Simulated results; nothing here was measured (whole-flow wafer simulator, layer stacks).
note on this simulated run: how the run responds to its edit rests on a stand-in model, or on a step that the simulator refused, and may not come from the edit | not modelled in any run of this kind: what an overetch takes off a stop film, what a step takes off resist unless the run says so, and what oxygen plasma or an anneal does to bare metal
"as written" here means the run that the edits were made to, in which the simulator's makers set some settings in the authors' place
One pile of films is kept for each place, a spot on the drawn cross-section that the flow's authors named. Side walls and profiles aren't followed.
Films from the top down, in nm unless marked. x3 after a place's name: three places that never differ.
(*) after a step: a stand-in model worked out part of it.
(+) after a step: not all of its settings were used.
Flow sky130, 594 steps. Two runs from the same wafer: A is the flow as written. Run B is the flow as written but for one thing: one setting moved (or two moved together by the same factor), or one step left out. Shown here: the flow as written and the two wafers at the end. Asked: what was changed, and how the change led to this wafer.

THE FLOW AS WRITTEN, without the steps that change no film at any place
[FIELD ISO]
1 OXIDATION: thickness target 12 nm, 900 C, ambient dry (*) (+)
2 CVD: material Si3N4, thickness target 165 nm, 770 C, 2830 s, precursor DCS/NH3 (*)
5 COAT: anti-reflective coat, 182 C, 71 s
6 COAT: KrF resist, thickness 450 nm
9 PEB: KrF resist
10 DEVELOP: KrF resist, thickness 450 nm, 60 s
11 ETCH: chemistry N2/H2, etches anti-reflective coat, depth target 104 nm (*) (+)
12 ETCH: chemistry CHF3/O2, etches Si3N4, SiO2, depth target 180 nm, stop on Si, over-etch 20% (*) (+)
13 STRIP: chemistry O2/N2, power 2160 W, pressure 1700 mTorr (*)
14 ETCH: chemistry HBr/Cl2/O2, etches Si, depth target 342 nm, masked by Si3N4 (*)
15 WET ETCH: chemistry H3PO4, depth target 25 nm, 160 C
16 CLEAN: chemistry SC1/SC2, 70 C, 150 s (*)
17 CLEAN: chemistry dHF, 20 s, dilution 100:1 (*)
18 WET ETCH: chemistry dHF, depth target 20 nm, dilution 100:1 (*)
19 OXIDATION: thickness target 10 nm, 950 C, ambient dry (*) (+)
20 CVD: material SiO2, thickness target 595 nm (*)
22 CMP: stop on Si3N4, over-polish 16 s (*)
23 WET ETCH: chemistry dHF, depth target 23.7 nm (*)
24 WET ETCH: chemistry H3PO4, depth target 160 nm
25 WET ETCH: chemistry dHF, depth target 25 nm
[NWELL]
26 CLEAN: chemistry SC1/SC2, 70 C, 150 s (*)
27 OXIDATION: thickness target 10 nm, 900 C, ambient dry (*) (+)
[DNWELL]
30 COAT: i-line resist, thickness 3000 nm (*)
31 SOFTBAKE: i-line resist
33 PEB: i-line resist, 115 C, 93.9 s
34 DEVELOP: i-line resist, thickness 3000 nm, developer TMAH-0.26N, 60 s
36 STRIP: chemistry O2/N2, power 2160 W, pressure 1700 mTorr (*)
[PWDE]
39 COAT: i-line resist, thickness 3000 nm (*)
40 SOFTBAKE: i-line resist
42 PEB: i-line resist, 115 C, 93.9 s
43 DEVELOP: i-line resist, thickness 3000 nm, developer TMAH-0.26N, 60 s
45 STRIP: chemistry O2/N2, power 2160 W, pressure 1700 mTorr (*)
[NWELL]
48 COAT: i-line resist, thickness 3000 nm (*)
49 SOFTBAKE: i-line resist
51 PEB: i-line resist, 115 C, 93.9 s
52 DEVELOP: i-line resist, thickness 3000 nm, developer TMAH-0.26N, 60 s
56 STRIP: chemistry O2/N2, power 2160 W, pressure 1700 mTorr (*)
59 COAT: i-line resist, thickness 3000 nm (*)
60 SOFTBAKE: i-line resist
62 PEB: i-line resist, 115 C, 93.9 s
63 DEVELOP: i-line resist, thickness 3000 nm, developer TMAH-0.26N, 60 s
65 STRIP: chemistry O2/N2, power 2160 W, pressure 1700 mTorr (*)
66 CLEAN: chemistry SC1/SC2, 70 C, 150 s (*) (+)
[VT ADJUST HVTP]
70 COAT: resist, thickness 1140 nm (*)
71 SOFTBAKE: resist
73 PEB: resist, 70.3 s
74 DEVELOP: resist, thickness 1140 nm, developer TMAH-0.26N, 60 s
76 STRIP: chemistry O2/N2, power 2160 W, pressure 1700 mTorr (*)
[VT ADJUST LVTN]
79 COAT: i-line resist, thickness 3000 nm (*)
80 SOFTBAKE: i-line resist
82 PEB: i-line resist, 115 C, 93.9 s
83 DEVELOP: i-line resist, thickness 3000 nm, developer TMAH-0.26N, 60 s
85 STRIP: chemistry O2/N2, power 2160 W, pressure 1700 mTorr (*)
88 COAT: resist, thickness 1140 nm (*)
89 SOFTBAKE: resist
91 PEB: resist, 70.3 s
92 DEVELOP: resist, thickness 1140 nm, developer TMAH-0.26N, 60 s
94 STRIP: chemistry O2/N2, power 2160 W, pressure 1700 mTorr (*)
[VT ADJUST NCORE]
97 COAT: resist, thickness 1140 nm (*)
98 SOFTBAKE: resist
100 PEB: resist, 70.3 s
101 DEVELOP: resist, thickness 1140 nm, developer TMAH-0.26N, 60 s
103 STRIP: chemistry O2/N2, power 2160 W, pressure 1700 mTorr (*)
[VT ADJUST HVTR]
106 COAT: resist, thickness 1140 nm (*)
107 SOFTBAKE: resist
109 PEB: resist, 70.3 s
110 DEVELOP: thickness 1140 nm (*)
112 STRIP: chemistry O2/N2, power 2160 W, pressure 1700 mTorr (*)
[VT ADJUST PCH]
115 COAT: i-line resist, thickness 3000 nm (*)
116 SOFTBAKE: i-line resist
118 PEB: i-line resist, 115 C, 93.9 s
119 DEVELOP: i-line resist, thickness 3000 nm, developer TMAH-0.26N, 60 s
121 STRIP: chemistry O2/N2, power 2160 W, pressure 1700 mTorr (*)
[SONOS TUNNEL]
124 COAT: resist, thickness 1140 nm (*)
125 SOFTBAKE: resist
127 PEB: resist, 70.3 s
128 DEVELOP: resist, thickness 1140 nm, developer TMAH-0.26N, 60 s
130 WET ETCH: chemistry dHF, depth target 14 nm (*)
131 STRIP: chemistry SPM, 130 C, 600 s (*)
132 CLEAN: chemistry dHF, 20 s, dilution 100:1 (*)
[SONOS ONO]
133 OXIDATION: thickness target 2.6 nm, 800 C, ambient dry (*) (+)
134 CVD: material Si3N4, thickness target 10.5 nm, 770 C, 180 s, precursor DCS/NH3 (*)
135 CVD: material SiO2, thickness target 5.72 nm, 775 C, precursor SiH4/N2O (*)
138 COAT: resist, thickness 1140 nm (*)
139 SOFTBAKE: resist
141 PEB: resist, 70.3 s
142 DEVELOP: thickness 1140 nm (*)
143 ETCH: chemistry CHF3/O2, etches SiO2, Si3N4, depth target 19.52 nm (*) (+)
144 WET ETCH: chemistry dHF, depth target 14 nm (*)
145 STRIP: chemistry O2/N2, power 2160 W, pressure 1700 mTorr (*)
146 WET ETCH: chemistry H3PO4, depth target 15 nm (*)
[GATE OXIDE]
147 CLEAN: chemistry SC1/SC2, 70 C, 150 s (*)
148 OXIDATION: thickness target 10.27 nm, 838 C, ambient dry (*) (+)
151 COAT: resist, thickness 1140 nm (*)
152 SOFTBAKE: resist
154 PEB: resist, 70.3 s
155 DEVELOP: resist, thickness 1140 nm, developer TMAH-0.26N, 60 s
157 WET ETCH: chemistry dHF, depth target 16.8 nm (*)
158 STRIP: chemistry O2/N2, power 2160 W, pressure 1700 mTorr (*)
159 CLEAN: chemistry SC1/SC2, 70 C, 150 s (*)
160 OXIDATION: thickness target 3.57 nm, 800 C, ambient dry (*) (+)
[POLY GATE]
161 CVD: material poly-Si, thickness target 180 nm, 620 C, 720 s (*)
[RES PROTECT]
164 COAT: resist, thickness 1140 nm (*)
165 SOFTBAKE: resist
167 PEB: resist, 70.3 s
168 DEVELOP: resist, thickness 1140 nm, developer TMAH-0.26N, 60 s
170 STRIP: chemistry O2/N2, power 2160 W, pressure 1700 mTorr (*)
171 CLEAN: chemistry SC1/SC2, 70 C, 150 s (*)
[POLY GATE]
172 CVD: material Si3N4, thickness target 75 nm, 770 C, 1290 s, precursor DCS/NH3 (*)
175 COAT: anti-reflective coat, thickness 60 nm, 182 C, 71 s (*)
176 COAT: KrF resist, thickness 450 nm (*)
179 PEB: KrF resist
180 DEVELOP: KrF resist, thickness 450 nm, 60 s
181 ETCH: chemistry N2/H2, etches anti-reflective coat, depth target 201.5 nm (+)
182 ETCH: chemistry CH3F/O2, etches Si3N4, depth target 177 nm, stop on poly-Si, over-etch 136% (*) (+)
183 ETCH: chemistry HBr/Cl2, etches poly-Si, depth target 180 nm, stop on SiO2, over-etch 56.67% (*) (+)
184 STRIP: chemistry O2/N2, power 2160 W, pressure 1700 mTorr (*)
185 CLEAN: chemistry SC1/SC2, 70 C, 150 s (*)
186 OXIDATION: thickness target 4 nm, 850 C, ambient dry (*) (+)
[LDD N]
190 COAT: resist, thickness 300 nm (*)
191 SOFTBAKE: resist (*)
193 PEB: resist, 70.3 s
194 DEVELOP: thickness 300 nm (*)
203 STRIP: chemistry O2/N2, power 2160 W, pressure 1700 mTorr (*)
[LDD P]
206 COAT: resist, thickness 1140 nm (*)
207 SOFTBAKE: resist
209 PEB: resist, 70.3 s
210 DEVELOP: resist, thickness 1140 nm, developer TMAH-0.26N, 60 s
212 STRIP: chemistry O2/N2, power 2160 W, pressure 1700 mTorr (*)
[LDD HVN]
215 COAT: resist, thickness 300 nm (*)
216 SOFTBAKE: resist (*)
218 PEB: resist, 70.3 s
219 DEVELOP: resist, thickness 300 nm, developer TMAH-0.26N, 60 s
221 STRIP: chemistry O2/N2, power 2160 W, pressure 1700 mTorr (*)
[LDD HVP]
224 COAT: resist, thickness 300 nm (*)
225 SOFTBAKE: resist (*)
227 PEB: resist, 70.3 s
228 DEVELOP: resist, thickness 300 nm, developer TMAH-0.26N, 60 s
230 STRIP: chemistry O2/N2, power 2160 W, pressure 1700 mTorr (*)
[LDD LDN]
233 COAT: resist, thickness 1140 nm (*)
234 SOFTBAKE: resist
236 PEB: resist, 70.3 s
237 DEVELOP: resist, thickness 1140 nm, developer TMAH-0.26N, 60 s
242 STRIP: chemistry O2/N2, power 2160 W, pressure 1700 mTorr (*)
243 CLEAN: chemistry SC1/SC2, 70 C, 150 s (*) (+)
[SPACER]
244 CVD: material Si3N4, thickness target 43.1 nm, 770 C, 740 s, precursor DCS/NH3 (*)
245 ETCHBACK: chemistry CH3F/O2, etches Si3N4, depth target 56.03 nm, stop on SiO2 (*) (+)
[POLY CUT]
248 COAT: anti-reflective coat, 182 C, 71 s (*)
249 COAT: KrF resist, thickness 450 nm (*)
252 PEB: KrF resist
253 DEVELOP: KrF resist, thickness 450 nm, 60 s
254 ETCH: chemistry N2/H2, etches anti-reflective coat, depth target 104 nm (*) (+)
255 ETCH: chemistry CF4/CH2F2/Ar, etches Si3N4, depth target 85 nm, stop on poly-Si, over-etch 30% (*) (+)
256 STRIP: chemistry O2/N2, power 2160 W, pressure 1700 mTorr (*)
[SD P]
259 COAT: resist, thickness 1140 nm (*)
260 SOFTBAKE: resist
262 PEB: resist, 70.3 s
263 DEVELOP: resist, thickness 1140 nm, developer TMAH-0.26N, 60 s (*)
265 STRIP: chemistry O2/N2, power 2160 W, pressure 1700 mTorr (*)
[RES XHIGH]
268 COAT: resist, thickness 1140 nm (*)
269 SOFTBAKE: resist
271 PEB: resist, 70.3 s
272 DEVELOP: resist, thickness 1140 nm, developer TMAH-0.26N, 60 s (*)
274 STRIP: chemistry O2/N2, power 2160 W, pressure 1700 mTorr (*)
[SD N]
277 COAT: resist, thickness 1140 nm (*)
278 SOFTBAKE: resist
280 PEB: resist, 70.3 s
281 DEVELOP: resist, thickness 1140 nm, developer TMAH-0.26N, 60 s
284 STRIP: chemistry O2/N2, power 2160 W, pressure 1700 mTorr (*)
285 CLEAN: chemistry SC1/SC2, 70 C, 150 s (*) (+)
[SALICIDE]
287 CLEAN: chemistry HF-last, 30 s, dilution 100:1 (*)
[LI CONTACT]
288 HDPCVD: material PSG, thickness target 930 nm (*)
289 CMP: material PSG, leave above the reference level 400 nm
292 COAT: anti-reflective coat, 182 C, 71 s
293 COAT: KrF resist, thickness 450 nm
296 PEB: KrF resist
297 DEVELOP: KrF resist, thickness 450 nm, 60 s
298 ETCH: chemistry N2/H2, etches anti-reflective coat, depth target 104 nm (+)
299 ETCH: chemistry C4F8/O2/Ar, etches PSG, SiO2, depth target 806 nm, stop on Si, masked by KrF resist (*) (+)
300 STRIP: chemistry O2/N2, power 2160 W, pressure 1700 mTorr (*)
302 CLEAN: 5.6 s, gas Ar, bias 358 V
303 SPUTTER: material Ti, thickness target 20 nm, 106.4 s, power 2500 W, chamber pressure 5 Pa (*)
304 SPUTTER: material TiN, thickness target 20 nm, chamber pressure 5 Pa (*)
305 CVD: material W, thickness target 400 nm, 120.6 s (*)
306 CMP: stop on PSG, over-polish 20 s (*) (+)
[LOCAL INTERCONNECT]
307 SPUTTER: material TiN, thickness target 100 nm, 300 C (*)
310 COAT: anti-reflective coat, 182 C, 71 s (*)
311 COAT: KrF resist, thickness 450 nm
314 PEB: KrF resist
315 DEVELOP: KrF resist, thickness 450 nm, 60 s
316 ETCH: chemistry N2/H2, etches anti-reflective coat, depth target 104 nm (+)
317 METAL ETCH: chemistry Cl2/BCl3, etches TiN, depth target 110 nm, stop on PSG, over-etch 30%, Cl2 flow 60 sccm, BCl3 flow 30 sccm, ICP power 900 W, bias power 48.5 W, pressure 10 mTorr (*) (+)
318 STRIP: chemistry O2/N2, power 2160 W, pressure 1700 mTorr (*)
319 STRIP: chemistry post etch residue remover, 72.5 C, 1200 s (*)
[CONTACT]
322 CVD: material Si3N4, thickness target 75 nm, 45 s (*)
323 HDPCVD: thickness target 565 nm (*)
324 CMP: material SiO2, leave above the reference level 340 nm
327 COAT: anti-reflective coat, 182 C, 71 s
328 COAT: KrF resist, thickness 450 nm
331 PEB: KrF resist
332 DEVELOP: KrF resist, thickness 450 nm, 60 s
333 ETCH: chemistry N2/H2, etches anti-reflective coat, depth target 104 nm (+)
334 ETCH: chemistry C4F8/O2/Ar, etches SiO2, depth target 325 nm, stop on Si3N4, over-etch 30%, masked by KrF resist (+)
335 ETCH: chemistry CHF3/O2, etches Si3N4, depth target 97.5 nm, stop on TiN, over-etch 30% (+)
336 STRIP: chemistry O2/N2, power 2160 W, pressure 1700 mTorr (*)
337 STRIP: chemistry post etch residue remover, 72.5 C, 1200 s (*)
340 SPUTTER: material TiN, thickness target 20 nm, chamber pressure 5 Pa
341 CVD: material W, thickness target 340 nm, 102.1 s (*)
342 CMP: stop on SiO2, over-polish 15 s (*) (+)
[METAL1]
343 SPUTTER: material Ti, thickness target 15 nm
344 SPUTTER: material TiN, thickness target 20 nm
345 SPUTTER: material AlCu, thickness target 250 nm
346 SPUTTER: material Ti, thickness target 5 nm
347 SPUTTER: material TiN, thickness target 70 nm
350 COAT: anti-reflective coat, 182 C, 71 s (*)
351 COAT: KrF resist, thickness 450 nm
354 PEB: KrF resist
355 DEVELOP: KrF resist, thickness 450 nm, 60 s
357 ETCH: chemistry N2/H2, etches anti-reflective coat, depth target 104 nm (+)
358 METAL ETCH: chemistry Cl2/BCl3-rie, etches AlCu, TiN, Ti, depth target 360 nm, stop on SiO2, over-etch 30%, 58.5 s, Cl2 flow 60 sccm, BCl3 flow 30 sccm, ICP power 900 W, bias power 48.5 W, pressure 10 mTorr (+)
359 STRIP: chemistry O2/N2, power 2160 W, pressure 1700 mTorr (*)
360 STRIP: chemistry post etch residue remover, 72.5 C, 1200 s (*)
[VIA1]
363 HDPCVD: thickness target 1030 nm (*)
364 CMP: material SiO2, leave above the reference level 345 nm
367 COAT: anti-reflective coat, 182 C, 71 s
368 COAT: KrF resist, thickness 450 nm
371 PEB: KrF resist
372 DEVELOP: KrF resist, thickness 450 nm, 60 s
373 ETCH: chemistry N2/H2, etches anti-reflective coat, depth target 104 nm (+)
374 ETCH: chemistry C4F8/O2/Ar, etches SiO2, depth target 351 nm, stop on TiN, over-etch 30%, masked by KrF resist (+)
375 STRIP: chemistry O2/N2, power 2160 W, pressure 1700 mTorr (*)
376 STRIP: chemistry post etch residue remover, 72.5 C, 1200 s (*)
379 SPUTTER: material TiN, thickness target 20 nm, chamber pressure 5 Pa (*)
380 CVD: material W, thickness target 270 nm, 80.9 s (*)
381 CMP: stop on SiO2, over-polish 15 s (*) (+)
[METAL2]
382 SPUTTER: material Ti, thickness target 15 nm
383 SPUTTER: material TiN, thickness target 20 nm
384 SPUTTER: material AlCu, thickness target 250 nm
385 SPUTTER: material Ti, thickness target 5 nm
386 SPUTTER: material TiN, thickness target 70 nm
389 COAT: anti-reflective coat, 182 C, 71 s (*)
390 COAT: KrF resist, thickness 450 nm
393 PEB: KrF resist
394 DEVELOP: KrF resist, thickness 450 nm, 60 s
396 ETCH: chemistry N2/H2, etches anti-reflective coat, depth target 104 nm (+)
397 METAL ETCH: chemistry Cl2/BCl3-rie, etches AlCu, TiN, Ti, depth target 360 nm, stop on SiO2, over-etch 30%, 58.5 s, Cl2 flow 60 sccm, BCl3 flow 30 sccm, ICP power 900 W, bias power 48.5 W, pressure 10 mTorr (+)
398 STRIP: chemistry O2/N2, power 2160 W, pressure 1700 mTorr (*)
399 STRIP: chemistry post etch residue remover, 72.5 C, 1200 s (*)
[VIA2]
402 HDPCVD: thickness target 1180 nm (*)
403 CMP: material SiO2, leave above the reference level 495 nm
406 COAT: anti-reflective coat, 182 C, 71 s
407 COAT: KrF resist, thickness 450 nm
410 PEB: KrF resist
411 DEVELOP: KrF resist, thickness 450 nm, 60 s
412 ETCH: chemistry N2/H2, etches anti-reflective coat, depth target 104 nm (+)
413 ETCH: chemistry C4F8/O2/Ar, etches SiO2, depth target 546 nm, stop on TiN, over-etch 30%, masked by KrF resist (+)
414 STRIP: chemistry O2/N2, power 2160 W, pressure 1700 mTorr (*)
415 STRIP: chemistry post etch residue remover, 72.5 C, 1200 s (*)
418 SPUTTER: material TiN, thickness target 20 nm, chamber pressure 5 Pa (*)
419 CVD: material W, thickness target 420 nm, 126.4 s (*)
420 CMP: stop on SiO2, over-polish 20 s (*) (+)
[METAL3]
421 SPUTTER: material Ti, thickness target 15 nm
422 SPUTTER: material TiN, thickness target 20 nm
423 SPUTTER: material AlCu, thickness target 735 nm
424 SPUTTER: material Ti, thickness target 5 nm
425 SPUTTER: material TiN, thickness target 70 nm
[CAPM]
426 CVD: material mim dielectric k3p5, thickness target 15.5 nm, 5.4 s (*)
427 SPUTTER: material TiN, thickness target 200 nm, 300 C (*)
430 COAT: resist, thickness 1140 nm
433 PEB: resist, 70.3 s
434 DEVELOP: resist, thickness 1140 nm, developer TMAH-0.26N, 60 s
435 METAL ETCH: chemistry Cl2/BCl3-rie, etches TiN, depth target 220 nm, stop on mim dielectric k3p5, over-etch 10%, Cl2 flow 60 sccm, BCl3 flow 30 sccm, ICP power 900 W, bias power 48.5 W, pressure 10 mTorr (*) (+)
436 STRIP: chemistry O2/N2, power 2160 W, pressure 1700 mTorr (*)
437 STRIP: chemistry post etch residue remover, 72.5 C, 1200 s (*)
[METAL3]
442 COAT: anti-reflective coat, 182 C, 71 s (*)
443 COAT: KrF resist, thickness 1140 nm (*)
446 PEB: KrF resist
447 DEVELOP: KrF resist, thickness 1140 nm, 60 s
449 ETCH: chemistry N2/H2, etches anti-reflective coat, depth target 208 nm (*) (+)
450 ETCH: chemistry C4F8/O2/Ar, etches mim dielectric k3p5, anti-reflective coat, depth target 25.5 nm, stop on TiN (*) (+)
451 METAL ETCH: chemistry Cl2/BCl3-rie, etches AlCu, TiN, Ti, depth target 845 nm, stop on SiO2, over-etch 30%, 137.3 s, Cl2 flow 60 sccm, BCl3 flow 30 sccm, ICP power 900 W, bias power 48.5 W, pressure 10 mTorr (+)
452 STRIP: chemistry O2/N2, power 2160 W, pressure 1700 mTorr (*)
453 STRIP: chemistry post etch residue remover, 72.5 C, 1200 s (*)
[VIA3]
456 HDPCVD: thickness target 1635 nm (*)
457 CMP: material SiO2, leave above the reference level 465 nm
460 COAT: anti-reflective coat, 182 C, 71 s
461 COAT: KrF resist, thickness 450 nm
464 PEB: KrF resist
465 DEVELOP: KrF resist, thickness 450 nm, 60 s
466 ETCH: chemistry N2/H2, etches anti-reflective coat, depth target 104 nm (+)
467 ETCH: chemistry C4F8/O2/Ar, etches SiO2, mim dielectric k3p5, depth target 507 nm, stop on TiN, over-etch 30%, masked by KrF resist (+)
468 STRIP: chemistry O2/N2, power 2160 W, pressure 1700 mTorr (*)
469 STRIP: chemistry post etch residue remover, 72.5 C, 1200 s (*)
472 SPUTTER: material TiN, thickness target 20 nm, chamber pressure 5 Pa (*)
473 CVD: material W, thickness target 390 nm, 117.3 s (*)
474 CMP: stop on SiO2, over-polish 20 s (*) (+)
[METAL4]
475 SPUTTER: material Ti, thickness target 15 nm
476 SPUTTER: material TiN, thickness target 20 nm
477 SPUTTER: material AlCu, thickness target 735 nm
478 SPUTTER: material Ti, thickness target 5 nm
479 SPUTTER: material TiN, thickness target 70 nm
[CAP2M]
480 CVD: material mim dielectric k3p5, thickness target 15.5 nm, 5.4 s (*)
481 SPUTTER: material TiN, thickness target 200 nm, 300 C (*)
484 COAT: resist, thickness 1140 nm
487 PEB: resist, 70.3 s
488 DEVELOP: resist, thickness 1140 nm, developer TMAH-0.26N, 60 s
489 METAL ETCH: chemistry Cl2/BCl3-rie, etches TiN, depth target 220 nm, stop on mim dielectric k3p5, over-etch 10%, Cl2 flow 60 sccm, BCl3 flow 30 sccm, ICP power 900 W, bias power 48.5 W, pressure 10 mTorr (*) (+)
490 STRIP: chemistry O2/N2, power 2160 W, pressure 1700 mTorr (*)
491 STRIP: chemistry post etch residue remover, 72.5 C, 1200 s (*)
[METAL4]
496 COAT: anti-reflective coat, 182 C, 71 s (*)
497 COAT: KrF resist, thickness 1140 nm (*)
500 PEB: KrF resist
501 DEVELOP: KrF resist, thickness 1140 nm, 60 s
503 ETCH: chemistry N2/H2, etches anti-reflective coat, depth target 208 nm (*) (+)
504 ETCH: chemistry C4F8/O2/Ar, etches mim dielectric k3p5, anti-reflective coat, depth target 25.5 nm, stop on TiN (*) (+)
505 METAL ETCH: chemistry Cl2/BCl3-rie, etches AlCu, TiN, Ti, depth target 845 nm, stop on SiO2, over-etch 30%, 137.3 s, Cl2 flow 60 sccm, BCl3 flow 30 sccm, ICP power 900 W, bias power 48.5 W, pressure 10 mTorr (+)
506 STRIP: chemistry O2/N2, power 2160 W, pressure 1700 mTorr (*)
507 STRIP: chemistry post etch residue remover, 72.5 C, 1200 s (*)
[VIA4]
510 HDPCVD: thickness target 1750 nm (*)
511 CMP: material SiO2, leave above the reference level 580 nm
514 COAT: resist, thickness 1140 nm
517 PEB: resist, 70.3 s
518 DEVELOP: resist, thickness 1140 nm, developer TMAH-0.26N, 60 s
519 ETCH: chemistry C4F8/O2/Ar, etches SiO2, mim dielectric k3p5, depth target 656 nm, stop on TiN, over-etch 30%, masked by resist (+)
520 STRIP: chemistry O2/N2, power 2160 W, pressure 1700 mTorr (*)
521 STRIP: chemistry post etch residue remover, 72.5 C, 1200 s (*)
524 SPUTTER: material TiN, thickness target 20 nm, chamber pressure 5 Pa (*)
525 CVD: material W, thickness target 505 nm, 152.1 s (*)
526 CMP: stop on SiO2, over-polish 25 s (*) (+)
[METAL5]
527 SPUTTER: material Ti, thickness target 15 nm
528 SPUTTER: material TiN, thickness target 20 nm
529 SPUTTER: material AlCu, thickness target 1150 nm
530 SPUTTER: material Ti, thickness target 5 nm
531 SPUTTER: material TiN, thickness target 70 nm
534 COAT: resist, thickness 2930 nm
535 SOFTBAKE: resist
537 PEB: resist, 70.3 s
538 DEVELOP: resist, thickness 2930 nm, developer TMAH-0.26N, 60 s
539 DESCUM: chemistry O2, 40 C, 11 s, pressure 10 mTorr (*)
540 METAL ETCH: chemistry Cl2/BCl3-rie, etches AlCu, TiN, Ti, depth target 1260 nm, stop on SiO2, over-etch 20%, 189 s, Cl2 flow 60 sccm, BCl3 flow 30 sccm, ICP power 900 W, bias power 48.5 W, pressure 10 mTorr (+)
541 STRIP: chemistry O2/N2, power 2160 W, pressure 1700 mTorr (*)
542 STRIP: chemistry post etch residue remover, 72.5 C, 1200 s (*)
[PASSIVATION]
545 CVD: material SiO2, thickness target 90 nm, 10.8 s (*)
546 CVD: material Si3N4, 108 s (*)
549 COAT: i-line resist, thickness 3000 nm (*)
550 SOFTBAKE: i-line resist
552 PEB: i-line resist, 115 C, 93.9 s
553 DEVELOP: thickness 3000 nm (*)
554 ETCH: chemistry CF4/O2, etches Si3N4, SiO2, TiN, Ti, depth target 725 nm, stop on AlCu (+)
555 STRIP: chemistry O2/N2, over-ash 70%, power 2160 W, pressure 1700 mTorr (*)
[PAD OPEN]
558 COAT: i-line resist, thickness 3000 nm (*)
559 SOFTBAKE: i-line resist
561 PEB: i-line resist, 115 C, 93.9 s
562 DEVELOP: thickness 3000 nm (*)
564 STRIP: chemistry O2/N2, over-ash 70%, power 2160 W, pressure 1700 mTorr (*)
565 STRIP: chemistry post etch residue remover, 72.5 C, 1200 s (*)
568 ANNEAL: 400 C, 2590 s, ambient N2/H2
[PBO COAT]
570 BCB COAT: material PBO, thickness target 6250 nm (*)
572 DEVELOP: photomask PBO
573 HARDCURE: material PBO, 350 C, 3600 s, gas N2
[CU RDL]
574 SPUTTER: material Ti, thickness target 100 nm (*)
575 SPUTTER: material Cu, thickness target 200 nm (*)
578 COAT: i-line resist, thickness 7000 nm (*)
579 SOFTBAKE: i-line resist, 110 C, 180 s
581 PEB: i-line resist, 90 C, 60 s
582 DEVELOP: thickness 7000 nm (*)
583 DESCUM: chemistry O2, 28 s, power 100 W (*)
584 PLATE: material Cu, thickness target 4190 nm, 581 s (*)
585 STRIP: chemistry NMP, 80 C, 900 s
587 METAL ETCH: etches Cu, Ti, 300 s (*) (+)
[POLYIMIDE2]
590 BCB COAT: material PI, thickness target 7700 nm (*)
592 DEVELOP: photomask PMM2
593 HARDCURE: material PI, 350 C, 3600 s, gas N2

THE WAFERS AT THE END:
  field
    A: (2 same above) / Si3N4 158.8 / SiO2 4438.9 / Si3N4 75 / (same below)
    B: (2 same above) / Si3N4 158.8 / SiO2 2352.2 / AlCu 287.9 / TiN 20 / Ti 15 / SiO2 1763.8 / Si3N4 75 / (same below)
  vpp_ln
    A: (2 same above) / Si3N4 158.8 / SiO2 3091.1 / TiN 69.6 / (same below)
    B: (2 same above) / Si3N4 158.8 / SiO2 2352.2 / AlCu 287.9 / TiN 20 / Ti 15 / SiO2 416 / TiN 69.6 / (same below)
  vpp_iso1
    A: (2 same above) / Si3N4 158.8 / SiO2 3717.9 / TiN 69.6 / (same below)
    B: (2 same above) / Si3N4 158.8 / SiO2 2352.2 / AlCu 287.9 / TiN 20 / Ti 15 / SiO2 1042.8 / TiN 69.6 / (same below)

The cause: step 451, METAL ETCH: depth target 397.2 nm was run, where the flow has depth target 845 nm; step 451, METAL ETCH: 64.5 s was run, where the flow has 137.3 s.

How the change led to this, step by step:
  451 METAL ETCH: chemistry Cl2/BCl3-rie, etches AlCu, TiN, Ti, depth target 845 nm, stop on SiO2, over-etch 30%, 137.3 s, Cl2 flow 60 sccm, BCl3 flow 30 sccm, ICP power 900 W, bias power 48.5 W, pressure 10 mTorr (+)
      field, gate, spacer and 68 more: A TiN -70 (all of it), Ti -5 (all of it), AlCu -735 (all of it), TiN -20 (all of it), Ti -15 (all of it), SiO2 -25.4 | B TiN -70 (all of it), Ti -5 (all of it), AlCu -441.4
      active, vpp_ln, vpp_iso2 and 11 more: A TiN -70 (all of it), Ti -5 (all of it), AlCu -735 (all of it), TiN -20 (all of it), Ti -15 (all of it), SiO2 -25.3 | B TiN -70 (all of it), Ti -5 (all of it), AlCu -441.4
      (and at 107 more places)
  452 STRIP: chemistry O2/N2, power 2160 W, pressure 1700 mTorr (*)
      gate_hv, dice_street, pplus_nw and 75 more: A KrF resist -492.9 (all of it), anti-reflective coat -80 (all of it) | B KrF resist -784 (all of it), anti-reflective coat -80 (all of it)
      n_well, p_well, sd_n, sd_p, pad, mim_edge_gap, mim_edge_gap_sheet: A KrF resist -492.9 (all of it), anti-reflective coat -80 (all of it) | B KrF resist -783.9 (all of it), anti-reflective coat -80 (all of it)
      (and at 22 more places)
  453 STRIP: chemistry post etch residue remover, 72.5 C, 1200 s (*)
      field, active, gate and 82 more: A nothing | B AlCu -5.72
  456 HDPCVD: thickness target 1635 nm (*)
      field, active, gate and 82 more: A SiO2 +1635 | B SiO2 +1635 (new film)
  457 CMP: material SiO2, leave above the reference level 465 nm
      field, active, gate and 82 more: A SiO2 -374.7 | B SiO2 -722.9
Counting metal films that touch as one body, field has 1 body; the flow as written gives 0 bodies.
Counting metal films that touch as one body, vpp_ln has 3 bodies (between them, from the top down: SiO2 416; SiO2 267.2); the flow as written gives 2 bodies (between them, from the top down: SiO2 267.2).
Counting metal films that touch as one body, vpp_iso1 has 2 bodies (between them, from the top down: SiO2 1042.8); the flow as written gives 1 body.
